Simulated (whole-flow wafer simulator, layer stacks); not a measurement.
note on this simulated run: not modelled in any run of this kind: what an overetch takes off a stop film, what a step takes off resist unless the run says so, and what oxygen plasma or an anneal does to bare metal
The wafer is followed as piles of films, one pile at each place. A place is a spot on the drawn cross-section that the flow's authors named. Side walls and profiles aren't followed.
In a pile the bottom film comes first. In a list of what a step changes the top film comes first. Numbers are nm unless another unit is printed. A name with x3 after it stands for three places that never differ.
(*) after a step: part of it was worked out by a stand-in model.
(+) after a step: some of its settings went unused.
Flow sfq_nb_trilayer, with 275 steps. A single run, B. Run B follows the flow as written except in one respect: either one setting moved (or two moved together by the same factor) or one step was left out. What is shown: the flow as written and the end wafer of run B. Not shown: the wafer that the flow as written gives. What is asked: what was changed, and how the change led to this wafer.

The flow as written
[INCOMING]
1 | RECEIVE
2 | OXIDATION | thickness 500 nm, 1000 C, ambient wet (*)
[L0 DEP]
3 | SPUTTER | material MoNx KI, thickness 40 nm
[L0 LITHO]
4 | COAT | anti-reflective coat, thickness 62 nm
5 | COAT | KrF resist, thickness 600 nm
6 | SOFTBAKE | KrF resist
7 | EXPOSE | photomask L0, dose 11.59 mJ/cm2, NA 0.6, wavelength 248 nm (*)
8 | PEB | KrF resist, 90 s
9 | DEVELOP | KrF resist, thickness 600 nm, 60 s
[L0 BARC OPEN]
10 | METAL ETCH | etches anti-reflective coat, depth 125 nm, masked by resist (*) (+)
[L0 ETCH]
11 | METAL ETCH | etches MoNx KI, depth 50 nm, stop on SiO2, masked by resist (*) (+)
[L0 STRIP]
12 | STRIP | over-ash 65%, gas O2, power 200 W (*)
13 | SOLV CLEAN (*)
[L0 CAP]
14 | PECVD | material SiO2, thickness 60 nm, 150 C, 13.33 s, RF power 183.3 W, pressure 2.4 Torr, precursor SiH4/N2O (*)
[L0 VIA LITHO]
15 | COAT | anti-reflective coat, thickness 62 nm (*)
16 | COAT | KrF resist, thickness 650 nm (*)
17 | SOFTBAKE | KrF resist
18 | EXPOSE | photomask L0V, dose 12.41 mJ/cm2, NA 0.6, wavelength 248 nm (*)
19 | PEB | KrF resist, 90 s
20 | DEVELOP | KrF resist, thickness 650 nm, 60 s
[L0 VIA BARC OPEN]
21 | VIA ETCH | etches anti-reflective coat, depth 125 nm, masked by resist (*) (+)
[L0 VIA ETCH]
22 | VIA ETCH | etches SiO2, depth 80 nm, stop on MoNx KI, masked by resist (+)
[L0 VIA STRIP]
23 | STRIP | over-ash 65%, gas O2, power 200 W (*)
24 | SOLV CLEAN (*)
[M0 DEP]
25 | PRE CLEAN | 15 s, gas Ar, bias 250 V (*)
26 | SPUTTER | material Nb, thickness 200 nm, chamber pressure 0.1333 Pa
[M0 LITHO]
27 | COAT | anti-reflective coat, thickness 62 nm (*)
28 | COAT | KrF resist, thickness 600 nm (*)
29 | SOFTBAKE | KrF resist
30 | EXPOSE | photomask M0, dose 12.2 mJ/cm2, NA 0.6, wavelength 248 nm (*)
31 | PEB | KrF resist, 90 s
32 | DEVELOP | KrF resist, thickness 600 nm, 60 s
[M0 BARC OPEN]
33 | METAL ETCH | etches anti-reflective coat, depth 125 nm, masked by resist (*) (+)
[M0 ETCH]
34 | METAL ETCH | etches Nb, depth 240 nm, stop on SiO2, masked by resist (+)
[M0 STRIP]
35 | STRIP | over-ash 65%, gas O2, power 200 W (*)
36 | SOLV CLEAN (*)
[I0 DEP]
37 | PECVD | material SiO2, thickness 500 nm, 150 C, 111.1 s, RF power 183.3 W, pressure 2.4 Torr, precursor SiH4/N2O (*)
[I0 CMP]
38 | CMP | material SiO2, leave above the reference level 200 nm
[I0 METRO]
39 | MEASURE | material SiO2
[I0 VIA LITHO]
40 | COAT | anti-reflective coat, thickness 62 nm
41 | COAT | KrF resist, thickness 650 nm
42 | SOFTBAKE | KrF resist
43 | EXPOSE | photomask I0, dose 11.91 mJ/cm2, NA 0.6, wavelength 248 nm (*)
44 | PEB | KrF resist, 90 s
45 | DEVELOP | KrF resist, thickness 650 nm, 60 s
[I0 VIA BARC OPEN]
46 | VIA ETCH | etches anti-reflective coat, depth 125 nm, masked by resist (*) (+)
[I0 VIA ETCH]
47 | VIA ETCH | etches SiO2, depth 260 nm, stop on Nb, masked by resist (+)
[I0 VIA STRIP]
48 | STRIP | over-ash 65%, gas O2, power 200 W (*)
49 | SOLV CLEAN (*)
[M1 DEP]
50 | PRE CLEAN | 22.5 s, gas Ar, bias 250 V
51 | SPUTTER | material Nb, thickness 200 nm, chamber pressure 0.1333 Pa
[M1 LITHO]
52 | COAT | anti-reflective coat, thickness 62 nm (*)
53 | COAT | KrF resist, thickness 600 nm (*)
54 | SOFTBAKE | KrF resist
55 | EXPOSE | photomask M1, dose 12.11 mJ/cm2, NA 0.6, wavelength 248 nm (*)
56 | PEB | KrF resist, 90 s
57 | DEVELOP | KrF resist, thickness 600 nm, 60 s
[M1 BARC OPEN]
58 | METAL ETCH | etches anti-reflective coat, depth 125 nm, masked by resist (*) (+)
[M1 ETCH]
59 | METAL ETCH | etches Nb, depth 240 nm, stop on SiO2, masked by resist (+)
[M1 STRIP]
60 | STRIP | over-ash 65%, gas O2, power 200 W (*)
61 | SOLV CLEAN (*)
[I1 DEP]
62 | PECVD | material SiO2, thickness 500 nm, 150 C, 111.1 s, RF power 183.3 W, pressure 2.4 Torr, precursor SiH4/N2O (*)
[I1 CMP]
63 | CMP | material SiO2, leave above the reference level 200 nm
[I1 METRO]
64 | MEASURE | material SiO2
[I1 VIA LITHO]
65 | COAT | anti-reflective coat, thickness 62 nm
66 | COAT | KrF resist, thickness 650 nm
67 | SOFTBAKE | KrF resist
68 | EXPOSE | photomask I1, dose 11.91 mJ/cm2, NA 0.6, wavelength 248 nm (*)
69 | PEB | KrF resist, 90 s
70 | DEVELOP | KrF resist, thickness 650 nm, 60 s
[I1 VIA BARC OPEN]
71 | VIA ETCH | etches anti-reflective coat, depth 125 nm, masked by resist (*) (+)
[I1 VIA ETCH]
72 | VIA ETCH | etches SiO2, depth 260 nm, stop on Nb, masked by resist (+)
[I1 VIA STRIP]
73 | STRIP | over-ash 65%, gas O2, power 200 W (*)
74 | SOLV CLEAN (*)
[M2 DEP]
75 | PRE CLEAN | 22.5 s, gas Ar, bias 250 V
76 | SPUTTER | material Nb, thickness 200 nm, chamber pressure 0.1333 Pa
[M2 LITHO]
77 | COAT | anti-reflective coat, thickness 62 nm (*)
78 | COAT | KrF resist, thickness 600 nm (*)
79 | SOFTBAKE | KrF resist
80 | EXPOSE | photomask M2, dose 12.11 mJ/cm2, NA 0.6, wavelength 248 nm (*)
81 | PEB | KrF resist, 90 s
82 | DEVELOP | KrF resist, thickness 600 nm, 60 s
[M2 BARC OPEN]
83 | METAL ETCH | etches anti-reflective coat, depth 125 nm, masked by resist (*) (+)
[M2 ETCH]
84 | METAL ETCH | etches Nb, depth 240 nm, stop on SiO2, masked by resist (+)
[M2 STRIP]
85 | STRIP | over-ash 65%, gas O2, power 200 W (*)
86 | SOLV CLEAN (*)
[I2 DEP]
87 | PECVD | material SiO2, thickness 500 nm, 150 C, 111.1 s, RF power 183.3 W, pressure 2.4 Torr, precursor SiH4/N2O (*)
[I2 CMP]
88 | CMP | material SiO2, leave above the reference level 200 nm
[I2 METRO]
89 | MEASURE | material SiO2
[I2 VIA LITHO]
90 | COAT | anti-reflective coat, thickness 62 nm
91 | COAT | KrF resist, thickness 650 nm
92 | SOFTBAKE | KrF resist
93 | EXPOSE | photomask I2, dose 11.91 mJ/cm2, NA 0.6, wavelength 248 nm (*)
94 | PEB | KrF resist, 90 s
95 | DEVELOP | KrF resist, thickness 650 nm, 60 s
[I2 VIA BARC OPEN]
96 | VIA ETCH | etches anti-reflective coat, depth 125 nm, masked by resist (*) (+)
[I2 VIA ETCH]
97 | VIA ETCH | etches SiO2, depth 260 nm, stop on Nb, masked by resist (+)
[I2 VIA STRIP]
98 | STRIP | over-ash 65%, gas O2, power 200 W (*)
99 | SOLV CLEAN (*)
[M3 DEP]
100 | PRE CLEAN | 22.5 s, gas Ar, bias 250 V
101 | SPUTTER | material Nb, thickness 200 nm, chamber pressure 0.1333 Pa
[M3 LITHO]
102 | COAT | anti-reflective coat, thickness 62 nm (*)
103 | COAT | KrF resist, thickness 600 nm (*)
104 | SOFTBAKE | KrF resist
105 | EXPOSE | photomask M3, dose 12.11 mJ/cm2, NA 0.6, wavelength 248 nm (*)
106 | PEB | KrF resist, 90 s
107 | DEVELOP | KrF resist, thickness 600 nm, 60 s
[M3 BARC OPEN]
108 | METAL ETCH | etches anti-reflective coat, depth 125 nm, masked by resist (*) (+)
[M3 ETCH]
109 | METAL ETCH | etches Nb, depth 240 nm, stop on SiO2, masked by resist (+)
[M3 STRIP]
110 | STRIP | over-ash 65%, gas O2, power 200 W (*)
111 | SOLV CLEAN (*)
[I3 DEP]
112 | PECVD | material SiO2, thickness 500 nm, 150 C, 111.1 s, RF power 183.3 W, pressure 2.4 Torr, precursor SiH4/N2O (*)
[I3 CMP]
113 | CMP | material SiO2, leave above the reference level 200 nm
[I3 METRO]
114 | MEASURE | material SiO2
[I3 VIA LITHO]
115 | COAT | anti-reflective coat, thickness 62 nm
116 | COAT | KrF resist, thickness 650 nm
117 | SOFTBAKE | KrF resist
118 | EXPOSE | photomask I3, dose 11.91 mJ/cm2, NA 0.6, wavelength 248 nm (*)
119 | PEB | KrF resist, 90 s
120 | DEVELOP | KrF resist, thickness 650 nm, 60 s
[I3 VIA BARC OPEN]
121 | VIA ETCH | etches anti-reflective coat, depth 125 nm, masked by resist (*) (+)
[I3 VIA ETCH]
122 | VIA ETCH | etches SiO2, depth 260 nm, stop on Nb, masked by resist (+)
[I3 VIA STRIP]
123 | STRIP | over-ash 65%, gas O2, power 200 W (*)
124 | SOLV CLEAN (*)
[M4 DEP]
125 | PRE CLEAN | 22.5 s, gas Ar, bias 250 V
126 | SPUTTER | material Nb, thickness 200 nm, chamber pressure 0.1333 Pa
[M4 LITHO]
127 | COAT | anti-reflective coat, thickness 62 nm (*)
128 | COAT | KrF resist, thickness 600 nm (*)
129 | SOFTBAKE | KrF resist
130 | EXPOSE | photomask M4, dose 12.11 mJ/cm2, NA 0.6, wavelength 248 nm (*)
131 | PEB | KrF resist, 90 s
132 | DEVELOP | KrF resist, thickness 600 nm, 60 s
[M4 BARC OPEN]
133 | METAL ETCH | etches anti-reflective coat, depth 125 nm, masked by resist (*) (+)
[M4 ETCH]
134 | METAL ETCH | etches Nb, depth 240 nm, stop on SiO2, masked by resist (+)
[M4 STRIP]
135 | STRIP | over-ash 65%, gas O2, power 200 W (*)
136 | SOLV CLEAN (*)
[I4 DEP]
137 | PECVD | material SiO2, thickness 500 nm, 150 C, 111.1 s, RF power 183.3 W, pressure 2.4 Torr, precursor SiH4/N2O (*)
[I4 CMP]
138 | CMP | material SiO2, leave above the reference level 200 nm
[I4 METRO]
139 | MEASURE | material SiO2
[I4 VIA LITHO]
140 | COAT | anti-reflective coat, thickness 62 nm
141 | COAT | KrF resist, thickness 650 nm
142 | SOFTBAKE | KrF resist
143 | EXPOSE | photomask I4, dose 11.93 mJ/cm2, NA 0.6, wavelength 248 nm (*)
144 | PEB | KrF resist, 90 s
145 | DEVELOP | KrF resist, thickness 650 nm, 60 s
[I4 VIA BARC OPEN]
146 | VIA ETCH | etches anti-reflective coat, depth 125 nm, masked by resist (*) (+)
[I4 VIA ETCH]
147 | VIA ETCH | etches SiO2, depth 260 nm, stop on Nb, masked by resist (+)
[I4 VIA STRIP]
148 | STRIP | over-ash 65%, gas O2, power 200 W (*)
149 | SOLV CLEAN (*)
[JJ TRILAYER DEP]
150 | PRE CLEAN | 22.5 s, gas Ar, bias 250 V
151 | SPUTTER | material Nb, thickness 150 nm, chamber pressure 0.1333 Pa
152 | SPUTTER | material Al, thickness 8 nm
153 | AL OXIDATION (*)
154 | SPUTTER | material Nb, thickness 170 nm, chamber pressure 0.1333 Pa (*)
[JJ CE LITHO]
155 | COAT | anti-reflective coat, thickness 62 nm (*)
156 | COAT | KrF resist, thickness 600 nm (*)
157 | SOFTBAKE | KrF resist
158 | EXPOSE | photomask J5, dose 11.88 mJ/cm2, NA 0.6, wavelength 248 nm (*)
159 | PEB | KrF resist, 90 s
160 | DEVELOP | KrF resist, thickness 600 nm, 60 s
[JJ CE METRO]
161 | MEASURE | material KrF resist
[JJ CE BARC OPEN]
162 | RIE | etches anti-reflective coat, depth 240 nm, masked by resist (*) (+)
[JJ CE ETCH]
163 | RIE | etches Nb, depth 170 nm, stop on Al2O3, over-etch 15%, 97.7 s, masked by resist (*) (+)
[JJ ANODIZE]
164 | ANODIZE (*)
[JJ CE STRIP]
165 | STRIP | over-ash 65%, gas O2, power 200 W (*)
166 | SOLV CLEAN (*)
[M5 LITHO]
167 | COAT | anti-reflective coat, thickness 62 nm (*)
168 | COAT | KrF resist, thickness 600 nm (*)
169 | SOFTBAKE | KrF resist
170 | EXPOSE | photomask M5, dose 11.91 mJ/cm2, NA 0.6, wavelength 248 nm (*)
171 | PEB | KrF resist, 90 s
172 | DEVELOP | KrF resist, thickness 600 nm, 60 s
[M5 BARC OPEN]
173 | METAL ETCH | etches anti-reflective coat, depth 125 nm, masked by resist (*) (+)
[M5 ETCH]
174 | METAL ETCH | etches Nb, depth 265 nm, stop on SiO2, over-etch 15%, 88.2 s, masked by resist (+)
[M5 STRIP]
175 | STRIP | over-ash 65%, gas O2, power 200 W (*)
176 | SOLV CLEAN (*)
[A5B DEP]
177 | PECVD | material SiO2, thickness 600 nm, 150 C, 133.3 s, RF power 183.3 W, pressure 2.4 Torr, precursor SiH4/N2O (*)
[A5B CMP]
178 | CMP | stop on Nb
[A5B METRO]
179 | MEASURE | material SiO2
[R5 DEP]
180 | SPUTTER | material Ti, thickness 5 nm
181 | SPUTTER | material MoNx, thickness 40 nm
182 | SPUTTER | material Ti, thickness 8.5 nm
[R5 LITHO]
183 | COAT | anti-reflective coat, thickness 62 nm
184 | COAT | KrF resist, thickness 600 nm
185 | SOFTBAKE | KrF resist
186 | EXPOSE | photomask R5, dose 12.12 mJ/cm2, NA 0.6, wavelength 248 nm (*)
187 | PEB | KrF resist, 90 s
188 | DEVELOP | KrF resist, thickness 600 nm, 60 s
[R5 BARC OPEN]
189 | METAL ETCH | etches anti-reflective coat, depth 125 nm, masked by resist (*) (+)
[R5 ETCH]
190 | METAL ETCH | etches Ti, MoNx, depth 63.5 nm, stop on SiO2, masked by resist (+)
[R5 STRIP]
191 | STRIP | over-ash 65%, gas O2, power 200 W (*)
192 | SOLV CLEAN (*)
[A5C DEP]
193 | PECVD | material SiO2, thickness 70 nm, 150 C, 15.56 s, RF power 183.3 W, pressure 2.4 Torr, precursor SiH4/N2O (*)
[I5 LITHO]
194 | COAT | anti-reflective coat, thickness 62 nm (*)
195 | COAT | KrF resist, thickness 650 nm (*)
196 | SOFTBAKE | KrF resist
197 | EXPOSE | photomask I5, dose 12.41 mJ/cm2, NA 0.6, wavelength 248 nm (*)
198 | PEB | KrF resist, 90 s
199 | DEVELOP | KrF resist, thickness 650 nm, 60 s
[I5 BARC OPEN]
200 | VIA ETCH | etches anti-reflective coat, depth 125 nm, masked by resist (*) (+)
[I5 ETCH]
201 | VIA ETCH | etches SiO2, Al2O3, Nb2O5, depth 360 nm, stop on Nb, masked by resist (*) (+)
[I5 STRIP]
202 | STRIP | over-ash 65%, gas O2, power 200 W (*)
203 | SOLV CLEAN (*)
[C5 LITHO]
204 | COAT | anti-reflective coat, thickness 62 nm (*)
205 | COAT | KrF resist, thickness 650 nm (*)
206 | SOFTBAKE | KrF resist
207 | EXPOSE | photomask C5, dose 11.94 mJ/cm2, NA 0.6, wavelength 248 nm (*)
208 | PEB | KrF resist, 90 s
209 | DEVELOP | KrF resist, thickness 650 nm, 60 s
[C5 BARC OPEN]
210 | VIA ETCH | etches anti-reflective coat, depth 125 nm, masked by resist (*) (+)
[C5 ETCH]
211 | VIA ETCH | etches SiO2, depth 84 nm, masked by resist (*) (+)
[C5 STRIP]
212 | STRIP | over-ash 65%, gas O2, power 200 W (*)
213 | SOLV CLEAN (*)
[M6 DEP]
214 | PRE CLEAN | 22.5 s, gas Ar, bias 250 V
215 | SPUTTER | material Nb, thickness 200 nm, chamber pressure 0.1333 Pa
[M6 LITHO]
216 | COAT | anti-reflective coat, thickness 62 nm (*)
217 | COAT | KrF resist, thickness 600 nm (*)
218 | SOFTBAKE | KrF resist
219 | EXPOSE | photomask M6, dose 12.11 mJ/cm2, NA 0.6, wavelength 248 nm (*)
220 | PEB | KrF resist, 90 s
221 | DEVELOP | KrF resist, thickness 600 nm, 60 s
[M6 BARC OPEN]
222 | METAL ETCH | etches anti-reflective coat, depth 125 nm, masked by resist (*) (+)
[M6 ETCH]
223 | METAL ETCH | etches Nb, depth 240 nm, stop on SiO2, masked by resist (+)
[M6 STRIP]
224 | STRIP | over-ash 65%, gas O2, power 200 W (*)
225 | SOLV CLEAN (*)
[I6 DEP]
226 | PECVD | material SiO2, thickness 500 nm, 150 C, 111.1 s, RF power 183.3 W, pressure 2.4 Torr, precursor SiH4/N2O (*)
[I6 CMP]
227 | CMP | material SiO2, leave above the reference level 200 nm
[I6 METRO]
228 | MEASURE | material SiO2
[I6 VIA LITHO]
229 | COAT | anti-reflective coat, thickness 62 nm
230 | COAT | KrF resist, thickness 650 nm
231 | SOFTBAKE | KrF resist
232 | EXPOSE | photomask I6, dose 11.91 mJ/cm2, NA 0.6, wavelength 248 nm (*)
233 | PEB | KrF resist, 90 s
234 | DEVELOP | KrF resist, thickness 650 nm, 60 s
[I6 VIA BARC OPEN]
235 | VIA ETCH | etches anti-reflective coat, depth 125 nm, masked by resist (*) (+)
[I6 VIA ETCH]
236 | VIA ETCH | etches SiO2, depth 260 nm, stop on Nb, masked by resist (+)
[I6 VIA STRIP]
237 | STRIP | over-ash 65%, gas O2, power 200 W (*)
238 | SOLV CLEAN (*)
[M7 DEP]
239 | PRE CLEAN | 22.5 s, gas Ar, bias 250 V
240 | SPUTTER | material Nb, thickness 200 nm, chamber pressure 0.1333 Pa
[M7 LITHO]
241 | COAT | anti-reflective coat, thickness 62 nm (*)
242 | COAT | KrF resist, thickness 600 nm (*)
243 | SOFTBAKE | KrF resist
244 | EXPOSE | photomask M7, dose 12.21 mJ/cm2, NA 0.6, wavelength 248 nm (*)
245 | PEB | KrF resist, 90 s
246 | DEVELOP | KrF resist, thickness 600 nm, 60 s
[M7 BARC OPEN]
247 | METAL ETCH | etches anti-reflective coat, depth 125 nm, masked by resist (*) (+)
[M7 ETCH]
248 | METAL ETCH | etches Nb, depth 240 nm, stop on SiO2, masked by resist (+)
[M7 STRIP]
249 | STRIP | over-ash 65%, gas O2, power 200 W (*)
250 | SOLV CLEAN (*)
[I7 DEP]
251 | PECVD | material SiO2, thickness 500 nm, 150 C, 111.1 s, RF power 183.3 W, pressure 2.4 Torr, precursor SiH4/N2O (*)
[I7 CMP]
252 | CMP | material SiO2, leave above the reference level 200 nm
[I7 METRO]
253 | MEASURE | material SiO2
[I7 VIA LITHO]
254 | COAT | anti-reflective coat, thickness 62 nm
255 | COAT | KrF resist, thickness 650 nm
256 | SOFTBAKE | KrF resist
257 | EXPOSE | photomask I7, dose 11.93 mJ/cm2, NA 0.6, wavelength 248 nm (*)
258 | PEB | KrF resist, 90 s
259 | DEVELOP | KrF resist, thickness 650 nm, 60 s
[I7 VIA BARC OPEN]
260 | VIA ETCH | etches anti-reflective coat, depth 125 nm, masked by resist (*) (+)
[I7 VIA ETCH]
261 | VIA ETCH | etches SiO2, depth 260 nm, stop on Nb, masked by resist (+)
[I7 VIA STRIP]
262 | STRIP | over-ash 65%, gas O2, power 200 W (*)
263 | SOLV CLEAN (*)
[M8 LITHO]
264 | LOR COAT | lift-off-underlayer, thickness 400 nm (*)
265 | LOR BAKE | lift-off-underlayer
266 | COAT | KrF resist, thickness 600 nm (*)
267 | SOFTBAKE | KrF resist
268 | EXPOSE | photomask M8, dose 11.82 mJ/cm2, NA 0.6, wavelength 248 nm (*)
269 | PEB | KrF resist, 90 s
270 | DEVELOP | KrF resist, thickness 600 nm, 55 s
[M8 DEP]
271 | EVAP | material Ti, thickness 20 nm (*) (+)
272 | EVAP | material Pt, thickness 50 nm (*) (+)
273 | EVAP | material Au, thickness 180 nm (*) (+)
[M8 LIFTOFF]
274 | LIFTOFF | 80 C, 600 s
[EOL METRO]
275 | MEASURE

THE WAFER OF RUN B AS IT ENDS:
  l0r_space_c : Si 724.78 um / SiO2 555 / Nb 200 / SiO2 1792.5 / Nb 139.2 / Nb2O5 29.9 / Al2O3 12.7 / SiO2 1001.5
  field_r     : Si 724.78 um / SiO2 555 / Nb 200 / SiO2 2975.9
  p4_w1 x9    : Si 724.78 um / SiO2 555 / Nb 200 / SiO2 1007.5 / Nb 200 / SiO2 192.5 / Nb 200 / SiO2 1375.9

Cause: step 51, SPUTTER: thickness 230 nm was run, whereas the flow has thickness 200 nm.

Step by step, how the change led to this:
  51 | SPUTTER | material Nb, thickness 200 nm, chamber pressure 0.1333 Pa
      field_l, v_sur, via_wl and 102 more: Nb gains 230 (new film) (it would be, as written: Nb gains 200 (new film))
      via_w: Nb gains 201 (it would be, as written: Nb gains 174.5)
  52 | COAT | anti-reflective coat, thickness 62 nm (*)
      via_wl: anti-reflective coat gains 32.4 (new film) (it would be, as written: anti-reflective coat gains 33.8 (new film))
      via_wr: anti-reflective coat gains 32.4 (new film) (it would be, as written: anti-reflective coat gains 34.9 (new film))
  59 | METAL ETCH | etches Nb, depth 240 nm, stop on SiO2, masked by resist (+)
      field_l, be, be_sur and 79 more: Nb loses 230 (all of it) (it would be, as written: Nb loses 200 (all of it))
  60 | STRIP | over-ash 65%, gas O2, power 200 W (*)
      via_wl: KrF resist loses 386 (all of it), anti-reflective coat loses 32.4 (all of it) (it would be, as written: KrF resist loses 385.5 (all of it), anti-reflective coat loses 33.8 (all of it))
      via_wr: KrF resist loses 386 (all of it), anti-reflective coat loses 32.4 (all of it) (it would be, as written: KrF resist loses 384.4 (all of it), anti-reflective coat loses 34.9 (all of it))
  62 | PECVD | material SiO2, thickness 500 nm, 150 C, 111.1 s, RF power 183.3 W, pressure 2.4 Torr, precursor SiH4/N2O (*)
      wl_d_sl, wl_d_sr: SiO2 gains 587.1 (it would be, as written: SiO2 gains 557.1)
      via_w: SiO2 gains 585 (new film) (it would be, as written: SiO2 gains 606 (new film))
  63 | CMP | material SiO2, leave above the reference level 200 nm
      field_l, be, be_sur and 72 more: SiO2 loses 70 (it would be, as written: SiO2 loses 100)
      lsp_m, ln_m6, lsp_r, l0_sur, l0v: SiO2 loses 64.1 (it would be, as written: SiO2 loses 94.9)
      (as well as at 1 more place)
